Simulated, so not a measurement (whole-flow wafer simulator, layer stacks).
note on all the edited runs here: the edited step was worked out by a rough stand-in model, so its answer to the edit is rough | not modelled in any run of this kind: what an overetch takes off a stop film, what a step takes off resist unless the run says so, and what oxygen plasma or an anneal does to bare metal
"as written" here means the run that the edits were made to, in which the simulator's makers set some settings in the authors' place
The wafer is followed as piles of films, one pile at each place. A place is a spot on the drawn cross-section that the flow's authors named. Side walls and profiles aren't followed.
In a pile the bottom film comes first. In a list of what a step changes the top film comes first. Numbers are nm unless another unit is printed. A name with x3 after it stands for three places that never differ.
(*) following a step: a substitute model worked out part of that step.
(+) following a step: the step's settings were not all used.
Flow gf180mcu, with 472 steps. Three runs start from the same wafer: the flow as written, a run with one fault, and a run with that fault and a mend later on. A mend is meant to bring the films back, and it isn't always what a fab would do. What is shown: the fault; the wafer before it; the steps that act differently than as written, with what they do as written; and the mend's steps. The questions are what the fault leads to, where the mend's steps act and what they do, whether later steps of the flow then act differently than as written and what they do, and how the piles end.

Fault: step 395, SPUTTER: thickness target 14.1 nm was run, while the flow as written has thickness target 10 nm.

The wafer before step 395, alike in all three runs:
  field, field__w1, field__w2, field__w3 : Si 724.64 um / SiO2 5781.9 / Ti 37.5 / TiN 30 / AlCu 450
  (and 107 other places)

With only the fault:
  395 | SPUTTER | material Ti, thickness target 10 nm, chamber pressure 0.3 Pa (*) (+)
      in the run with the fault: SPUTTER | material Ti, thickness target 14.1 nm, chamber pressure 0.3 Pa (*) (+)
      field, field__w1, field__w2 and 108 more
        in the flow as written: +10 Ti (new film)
        in the run with the fault: +14.1 Ti (new film)
  Steps later in the flow that act otherwise than as written (2 other steps are not shown; they differ only slightly, by no more than 2% or 0.5 nm, whichever is larger):
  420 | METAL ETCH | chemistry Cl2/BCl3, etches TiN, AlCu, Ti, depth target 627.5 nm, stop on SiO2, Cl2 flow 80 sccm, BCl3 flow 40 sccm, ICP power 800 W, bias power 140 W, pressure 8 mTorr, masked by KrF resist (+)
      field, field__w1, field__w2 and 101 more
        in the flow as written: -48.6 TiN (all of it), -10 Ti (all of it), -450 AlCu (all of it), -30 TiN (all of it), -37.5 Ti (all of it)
        in the run with the fault: -48.6 TiN (all of it), -14.1 Ti (all of it), -450 AlCu (all of it), -30 TiN (all of it), -37.5 Ti (all of it)
  The piles end different from the flow's at field__w4, field__w8, contact, m1, m1__w1, mim, mim_1p0, m1_nw by more than 2% or 0.5 nm, whichever is larger.
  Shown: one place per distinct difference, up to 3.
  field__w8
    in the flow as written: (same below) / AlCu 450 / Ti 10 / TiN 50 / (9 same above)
    in the run with the fault: (same below) / AlCu 450 / Ti 14.1 / TiN 50 / (9 same above)
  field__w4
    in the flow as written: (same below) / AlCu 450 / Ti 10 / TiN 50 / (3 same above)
    in the run with the fault: (same below) / AlCu 450 / Ti 14.1 / TiN 50 / (3 same above)
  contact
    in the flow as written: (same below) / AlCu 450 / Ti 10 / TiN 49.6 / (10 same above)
    in the run with the fault: (same below) / AlCu 450 / Ti 14.1 / TiN 49.6 / (10 same above)

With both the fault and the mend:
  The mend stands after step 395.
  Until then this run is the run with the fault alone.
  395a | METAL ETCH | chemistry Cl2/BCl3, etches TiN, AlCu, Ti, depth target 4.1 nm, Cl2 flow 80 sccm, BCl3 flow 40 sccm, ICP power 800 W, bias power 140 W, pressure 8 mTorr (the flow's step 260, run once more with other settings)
      field, field__w1, field__w2 and 108 more
        -4.1 Ti
  Every later step of the flow that is run acts as written at every place that is followed.
  At every place that both follow, the piles at the end match the flow's.
